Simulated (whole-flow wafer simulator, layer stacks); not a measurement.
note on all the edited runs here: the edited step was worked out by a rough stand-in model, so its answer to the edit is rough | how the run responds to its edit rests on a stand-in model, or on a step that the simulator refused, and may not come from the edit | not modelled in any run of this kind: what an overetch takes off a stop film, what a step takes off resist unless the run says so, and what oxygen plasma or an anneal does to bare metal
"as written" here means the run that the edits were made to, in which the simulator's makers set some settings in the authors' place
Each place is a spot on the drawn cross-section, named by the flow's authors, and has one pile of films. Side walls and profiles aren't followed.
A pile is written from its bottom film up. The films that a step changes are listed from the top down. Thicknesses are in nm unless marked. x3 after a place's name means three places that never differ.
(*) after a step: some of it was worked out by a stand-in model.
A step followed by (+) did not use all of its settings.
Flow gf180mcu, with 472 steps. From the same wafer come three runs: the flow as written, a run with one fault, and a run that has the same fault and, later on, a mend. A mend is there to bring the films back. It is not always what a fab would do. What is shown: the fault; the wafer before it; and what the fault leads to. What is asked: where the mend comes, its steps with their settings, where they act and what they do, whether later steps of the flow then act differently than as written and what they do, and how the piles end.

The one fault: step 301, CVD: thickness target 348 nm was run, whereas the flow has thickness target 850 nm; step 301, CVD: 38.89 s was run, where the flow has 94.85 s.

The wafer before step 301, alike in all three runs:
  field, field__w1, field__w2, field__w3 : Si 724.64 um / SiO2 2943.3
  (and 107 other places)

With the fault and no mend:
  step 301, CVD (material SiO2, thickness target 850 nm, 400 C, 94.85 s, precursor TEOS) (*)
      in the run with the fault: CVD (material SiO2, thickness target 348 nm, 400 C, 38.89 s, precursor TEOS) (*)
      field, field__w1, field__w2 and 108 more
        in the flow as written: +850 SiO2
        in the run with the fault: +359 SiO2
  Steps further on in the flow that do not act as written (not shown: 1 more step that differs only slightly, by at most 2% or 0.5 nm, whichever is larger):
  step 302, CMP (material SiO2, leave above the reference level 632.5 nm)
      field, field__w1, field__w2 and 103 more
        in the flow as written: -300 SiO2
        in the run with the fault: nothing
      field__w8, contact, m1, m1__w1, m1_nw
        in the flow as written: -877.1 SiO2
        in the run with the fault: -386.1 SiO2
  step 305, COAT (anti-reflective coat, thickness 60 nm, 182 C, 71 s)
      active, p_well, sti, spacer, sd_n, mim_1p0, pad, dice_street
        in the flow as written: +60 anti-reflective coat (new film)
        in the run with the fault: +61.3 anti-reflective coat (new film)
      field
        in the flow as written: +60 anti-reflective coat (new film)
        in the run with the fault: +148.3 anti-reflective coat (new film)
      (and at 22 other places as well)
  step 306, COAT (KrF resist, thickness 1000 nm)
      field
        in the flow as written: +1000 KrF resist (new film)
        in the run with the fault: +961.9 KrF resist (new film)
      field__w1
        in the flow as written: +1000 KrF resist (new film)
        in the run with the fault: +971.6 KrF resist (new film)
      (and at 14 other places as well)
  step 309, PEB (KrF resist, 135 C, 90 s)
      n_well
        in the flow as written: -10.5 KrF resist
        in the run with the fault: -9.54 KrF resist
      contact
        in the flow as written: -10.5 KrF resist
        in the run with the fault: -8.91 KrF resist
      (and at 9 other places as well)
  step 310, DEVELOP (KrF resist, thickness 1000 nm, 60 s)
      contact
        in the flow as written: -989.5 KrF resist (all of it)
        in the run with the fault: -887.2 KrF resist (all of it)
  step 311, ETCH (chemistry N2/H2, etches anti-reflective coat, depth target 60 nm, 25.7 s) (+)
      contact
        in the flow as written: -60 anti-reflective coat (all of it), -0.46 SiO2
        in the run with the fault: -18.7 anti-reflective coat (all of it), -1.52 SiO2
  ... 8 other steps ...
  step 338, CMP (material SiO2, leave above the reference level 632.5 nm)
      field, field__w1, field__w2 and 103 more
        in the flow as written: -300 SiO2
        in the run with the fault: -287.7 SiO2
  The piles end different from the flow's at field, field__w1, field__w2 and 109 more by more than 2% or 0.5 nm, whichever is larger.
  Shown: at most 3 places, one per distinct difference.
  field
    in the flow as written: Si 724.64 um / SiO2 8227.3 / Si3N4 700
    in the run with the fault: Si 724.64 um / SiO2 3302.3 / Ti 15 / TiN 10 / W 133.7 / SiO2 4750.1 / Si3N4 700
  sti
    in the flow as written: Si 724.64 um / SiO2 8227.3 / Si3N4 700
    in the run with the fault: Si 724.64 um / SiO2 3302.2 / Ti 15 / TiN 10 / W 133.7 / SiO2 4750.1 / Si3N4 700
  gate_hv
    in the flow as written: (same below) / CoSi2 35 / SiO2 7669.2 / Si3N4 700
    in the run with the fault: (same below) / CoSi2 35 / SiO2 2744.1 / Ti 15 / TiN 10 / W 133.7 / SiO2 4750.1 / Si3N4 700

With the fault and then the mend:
  After step 301 comes the mend.
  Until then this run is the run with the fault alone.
  step 301a, CVD (material SiO2, thickness target 502 nm, 400 C, 56.02 s, precursor TEOS) (*) (the flow's step 301 again, with other settings)
      field, field__w1, field__w2 and 108 more
        +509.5 SiO2
  Steps further on in the flow that do not act as written:
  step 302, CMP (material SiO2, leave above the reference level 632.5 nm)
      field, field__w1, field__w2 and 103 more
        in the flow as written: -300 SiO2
        in the run with the mend: -318.5 SiO2
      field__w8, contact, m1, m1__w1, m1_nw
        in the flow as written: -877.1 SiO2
        in the run with the mend: -895.6 SiO2
  At every place that both follow, the piles at the end match the flow's.
